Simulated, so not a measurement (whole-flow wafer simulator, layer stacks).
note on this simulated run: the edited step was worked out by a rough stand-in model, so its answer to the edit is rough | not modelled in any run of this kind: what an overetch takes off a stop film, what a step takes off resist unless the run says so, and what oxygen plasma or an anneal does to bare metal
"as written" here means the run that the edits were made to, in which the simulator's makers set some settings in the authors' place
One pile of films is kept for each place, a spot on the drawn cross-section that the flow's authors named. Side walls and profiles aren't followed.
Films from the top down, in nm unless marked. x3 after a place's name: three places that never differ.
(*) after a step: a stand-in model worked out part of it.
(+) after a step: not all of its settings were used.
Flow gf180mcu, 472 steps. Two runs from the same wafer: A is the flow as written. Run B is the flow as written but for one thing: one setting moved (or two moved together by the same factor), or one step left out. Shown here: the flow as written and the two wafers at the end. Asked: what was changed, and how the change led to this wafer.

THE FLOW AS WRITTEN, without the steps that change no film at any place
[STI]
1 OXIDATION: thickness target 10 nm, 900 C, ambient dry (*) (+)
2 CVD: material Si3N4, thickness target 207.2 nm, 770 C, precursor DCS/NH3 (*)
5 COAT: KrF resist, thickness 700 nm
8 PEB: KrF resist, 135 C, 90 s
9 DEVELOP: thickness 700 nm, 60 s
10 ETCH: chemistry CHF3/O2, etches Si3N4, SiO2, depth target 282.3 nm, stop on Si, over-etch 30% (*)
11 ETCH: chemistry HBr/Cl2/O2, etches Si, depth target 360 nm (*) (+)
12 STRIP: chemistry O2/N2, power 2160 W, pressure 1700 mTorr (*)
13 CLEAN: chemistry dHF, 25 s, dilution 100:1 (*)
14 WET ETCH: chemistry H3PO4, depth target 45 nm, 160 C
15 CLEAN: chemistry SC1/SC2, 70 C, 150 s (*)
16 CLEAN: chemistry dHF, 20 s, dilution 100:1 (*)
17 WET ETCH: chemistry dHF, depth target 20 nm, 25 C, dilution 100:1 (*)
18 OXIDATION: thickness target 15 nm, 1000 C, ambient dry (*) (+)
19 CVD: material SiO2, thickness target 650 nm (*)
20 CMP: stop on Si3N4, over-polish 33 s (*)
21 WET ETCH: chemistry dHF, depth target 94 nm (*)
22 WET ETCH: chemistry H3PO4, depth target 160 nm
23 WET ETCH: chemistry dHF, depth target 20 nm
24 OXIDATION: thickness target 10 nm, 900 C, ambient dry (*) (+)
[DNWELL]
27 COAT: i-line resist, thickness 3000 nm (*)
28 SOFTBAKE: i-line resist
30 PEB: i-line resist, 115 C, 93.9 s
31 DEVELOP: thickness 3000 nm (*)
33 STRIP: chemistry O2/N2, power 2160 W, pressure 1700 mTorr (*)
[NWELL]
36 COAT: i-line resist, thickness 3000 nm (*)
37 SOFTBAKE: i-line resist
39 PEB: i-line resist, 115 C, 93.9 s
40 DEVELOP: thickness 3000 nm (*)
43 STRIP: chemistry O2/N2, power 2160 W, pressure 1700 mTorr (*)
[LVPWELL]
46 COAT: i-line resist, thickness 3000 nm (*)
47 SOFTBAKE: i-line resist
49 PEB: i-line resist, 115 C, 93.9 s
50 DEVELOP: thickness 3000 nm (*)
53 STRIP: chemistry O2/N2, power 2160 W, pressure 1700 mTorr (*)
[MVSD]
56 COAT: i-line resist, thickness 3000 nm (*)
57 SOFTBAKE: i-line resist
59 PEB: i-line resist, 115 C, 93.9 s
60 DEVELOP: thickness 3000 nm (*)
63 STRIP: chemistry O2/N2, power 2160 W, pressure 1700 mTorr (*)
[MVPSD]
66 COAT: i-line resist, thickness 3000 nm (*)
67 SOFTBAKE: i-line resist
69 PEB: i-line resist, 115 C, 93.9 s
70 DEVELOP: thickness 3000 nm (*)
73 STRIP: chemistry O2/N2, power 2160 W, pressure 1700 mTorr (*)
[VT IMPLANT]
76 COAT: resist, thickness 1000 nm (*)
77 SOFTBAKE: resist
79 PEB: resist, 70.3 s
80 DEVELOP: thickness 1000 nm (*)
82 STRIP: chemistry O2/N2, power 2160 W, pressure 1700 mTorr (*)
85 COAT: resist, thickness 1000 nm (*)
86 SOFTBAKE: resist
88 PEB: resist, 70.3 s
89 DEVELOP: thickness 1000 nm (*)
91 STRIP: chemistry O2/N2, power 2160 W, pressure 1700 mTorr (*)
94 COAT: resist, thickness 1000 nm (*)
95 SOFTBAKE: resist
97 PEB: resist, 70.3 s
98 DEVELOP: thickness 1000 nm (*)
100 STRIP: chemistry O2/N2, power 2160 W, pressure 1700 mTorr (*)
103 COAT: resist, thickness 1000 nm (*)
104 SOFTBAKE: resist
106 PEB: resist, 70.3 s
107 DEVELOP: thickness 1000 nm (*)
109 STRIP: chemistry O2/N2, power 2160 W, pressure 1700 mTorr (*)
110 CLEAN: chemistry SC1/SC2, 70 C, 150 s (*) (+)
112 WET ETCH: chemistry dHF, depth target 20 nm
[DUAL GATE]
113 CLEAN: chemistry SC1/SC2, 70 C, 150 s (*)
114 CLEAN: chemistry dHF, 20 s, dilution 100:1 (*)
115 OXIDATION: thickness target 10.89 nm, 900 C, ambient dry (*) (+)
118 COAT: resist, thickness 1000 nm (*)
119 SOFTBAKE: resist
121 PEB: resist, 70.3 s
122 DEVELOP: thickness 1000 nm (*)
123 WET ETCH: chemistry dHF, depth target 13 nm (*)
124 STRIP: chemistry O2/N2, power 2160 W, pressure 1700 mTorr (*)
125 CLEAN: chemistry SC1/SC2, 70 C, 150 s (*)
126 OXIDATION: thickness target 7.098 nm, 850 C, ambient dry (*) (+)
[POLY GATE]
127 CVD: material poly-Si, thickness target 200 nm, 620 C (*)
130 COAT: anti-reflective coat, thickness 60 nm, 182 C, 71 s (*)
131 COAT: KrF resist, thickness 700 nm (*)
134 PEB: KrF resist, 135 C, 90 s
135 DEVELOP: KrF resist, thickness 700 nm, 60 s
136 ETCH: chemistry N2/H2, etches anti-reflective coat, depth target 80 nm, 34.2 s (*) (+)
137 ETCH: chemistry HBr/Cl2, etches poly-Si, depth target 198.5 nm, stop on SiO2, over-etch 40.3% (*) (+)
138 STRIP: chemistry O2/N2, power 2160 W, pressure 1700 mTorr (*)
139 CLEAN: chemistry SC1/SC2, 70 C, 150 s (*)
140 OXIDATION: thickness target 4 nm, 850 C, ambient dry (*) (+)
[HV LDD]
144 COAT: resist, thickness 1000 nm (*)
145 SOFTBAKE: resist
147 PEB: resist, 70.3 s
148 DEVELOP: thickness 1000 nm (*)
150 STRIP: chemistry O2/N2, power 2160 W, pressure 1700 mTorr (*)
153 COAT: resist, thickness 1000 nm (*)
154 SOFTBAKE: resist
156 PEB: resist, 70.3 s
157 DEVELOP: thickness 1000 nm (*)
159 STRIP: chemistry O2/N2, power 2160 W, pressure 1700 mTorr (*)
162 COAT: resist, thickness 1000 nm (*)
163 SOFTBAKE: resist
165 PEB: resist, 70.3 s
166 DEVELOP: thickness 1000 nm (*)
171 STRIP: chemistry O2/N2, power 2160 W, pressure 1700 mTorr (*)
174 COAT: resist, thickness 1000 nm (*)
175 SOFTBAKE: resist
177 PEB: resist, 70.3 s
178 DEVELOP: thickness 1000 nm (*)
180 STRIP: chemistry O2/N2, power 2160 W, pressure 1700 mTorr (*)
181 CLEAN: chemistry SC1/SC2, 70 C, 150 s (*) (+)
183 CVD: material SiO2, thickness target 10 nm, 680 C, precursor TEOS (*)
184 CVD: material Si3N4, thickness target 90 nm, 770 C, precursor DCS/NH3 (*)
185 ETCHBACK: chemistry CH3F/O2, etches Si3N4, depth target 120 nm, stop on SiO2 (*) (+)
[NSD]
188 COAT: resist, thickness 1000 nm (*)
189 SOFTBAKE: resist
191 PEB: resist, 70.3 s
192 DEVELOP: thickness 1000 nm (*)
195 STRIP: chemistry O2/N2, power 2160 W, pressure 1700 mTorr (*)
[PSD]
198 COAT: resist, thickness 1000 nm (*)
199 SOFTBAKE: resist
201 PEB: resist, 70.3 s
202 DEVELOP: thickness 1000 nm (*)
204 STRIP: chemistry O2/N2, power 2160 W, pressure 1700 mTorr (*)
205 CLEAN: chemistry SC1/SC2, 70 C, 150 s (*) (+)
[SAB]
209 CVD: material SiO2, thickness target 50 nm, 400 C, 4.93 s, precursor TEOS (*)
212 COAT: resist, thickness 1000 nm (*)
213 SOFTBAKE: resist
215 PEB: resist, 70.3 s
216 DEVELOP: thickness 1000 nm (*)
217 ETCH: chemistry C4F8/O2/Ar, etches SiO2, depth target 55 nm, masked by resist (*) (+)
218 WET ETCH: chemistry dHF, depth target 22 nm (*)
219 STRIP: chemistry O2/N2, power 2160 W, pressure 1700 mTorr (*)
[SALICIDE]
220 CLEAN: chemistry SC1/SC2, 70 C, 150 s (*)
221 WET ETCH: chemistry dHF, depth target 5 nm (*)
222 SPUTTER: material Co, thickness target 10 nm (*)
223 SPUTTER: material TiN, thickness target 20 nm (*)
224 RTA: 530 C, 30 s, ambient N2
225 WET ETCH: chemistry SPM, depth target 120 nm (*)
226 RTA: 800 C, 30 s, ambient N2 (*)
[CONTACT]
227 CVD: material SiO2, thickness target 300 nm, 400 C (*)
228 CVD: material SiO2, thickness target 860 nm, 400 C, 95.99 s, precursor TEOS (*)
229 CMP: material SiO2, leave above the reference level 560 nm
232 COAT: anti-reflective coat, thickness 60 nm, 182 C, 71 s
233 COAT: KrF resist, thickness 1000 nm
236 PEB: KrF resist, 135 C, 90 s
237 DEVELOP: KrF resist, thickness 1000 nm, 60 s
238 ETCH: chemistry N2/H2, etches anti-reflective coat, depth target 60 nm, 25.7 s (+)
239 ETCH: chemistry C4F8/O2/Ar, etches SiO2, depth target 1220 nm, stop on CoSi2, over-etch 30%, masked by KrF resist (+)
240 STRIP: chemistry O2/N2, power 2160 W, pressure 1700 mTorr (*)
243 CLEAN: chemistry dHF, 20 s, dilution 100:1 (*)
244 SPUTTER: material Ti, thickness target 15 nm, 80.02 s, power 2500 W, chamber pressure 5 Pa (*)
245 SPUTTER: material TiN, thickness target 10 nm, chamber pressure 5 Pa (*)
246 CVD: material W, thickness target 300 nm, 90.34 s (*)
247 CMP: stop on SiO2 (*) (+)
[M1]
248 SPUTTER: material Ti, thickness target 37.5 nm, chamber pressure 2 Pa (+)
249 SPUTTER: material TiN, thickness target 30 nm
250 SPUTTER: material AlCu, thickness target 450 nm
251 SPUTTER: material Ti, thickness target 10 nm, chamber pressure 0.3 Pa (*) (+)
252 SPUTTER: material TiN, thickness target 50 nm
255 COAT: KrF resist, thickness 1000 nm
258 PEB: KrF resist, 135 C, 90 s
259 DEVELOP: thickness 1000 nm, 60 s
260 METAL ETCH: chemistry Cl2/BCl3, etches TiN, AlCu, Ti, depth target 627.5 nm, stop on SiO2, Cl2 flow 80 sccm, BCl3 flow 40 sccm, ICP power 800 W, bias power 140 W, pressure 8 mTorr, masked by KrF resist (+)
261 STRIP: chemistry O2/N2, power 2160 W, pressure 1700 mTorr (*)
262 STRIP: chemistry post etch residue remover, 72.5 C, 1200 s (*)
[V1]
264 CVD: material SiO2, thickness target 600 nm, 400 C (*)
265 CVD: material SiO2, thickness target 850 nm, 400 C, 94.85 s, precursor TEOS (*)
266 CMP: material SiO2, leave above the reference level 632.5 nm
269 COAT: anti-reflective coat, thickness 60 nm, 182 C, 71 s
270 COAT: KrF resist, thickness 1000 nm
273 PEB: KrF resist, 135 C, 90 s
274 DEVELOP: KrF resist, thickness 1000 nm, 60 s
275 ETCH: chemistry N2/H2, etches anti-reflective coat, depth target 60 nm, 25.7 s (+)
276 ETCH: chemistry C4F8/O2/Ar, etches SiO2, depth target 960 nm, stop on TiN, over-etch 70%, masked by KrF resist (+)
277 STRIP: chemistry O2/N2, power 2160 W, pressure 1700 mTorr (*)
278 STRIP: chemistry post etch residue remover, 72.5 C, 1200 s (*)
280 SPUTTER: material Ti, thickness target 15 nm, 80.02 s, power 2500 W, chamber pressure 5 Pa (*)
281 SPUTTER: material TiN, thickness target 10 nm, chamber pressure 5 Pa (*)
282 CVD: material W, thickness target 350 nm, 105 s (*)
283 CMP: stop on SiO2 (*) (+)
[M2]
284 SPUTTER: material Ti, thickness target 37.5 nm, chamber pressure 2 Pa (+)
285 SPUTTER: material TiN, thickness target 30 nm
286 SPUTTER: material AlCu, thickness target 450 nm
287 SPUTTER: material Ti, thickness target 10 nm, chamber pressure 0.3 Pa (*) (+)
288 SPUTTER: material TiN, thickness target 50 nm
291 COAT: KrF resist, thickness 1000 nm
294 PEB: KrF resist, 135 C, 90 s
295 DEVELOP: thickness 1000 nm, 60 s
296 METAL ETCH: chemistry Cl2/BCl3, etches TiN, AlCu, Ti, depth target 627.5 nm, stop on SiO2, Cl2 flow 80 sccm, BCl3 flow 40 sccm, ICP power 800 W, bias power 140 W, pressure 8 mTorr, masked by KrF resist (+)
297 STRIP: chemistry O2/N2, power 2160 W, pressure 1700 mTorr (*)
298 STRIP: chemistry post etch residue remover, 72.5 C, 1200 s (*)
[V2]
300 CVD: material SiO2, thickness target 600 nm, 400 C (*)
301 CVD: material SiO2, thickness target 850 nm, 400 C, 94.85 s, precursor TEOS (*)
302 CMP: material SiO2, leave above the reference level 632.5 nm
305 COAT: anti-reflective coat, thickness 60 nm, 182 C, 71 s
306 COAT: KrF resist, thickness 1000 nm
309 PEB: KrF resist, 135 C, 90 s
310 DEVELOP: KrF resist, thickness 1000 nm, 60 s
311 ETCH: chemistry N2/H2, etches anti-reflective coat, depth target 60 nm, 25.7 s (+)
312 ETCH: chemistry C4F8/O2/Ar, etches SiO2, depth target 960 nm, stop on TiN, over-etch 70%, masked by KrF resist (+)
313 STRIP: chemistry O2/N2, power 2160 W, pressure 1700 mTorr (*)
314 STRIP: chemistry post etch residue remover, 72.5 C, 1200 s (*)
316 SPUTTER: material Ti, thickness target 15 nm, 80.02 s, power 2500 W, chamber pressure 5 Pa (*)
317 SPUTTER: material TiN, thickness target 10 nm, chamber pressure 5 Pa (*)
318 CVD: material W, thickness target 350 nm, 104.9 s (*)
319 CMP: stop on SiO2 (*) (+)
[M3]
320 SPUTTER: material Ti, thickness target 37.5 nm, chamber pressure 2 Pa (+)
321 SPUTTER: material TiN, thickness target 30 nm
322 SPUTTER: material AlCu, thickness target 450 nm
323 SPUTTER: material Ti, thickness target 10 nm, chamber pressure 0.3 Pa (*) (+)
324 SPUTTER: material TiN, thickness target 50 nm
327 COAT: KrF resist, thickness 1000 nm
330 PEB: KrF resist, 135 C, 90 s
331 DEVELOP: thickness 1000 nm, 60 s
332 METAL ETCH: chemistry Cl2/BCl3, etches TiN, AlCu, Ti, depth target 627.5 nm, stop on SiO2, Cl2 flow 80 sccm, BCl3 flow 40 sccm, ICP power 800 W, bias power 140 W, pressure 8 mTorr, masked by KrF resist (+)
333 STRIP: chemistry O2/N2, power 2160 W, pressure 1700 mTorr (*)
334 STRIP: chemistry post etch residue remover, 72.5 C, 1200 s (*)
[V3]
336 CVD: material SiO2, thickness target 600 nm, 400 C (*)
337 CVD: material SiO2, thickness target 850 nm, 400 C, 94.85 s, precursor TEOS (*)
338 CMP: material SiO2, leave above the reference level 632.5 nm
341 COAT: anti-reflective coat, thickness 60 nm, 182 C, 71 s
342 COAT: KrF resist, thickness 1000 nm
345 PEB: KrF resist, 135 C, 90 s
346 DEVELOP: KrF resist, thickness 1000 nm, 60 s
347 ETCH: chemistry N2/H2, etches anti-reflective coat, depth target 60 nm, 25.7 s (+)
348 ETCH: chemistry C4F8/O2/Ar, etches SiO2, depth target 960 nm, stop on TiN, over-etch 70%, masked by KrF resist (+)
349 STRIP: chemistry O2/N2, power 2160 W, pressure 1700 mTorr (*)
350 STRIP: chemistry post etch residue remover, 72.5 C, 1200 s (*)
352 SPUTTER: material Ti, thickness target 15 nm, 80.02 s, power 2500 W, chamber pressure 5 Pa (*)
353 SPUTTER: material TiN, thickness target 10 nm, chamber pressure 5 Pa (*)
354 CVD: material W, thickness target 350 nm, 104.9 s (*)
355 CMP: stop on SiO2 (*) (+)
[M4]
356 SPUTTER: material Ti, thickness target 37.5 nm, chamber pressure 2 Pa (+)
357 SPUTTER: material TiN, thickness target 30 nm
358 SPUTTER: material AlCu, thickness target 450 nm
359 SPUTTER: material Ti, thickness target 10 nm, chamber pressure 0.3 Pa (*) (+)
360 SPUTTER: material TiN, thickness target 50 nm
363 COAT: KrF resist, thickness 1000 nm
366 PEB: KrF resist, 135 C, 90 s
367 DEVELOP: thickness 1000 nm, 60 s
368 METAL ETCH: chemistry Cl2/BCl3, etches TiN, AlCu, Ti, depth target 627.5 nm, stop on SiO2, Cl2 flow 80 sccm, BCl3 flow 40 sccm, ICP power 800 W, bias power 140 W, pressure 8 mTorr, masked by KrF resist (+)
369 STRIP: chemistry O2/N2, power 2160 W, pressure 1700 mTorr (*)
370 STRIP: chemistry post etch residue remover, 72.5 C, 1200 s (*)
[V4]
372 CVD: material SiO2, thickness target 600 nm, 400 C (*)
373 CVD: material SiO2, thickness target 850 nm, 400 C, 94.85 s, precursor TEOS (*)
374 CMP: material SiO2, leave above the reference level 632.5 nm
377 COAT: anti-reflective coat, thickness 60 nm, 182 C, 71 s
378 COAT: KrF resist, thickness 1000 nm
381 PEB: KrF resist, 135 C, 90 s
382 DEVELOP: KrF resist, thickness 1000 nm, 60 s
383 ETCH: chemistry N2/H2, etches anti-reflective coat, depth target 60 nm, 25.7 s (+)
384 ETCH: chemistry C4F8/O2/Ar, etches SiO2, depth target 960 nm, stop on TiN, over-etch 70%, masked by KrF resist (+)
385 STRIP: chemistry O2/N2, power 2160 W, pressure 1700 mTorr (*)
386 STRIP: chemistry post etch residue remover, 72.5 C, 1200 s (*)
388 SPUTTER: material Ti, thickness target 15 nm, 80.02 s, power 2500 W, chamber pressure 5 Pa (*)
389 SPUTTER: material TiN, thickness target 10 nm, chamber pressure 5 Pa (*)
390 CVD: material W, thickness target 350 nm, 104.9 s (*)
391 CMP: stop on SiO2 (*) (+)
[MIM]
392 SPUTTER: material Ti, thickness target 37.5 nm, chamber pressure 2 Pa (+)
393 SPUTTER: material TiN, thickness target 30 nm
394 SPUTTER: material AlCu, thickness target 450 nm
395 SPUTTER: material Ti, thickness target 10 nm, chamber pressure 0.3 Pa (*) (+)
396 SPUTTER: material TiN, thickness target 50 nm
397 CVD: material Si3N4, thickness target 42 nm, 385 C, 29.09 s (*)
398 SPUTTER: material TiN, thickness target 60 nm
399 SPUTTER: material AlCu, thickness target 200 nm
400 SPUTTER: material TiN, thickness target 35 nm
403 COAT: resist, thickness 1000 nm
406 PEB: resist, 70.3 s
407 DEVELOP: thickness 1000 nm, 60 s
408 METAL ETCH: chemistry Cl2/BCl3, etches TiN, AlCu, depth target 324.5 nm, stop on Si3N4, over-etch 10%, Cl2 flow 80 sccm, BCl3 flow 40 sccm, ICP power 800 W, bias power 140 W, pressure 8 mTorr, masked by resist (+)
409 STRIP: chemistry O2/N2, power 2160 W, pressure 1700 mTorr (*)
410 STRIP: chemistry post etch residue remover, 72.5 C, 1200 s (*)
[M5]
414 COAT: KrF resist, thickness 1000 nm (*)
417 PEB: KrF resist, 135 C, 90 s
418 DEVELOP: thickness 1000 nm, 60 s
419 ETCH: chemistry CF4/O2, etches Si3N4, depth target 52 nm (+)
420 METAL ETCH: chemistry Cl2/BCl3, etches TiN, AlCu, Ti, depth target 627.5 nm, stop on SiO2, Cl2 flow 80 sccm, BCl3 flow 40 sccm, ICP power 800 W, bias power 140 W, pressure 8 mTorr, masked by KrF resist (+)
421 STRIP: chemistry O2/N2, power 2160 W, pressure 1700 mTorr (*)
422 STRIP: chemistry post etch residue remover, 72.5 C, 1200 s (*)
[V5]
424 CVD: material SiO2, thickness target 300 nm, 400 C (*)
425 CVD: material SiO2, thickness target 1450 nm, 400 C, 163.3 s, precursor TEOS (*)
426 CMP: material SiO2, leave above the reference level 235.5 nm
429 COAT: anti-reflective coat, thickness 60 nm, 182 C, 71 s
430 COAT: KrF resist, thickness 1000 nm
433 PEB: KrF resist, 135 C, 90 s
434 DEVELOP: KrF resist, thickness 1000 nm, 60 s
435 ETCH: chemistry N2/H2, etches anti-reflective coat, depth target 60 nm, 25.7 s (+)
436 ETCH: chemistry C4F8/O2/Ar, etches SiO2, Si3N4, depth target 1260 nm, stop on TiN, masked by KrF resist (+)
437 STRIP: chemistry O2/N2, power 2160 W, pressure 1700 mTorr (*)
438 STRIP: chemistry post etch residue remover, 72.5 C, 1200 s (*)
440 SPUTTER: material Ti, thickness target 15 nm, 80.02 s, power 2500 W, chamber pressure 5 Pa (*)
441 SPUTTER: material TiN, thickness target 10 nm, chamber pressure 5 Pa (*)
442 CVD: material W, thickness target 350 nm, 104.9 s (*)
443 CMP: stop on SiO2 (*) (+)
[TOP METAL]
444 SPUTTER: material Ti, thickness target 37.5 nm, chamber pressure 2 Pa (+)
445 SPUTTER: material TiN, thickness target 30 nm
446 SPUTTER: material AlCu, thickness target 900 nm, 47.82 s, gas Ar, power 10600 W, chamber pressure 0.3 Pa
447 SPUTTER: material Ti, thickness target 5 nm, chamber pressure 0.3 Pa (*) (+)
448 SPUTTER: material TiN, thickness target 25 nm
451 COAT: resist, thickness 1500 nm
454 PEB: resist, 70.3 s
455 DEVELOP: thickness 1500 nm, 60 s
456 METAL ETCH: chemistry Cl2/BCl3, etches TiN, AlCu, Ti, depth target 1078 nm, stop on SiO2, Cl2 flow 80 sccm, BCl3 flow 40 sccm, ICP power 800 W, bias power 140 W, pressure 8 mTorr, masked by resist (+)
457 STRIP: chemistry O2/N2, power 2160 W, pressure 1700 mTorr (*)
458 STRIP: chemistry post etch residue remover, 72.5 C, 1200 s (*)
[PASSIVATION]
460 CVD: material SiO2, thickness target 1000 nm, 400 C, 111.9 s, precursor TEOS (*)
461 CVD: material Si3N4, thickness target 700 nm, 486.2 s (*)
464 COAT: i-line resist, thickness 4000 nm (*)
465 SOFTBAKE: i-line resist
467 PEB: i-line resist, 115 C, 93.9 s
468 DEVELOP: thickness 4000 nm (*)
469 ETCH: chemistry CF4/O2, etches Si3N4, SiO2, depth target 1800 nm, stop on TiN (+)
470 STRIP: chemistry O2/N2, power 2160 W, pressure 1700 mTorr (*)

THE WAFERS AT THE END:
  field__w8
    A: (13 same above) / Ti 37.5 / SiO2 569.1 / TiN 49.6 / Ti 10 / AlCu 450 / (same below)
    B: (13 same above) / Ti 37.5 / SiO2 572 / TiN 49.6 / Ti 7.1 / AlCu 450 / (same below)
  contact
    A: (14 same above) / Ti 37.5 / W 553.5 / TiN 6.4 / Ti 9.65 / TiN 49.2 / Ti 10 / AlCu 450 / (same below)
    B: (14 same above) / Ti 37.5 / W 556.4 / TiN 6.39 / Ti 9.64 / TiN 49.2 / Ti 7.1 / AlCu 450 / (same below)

The cause: step 359, SPUTTER: thickness target 7.1 nm was run, where the flow has thickness target 10 nm.
It can be read off the wafer: field__w8 has Ti 7.1, and step 359 as written asks for 10 nm.

How the change led to this, step by step:
  359 SPUTTER: material Ti, thickness target 10 nm, chamber pressure 0.3 Pa (*) (+)
      field, field__w1, field__w2 and 108 more: A Ti +10 (new film) | B Ti +7.1 (new film)
  368 METAL ETCH: chemistry Cl2/BCl3, etches TiN, AlCu, Ti, depth target 627.5 nm, stop on SiO2, Cl2 flow 80 sccm, BCl3 flow 40 sccm, ICP power 800 W, bias power 140 W, pressure 8 mTorr, masked by KrF resist (+)
      field, field__w1, field__w2 and 103 more: A TiN -50 (all of it), Ti -10 (all of it), AlCu -450 (all of it), TiN -30 (all of it), Ti -37.5 (all of it) | B TiN -50 (all of it), Ti -7.1 (all of it), AlCu -450 (all of it), TiN -30 (all of it), Ti -37.5 (all of it)
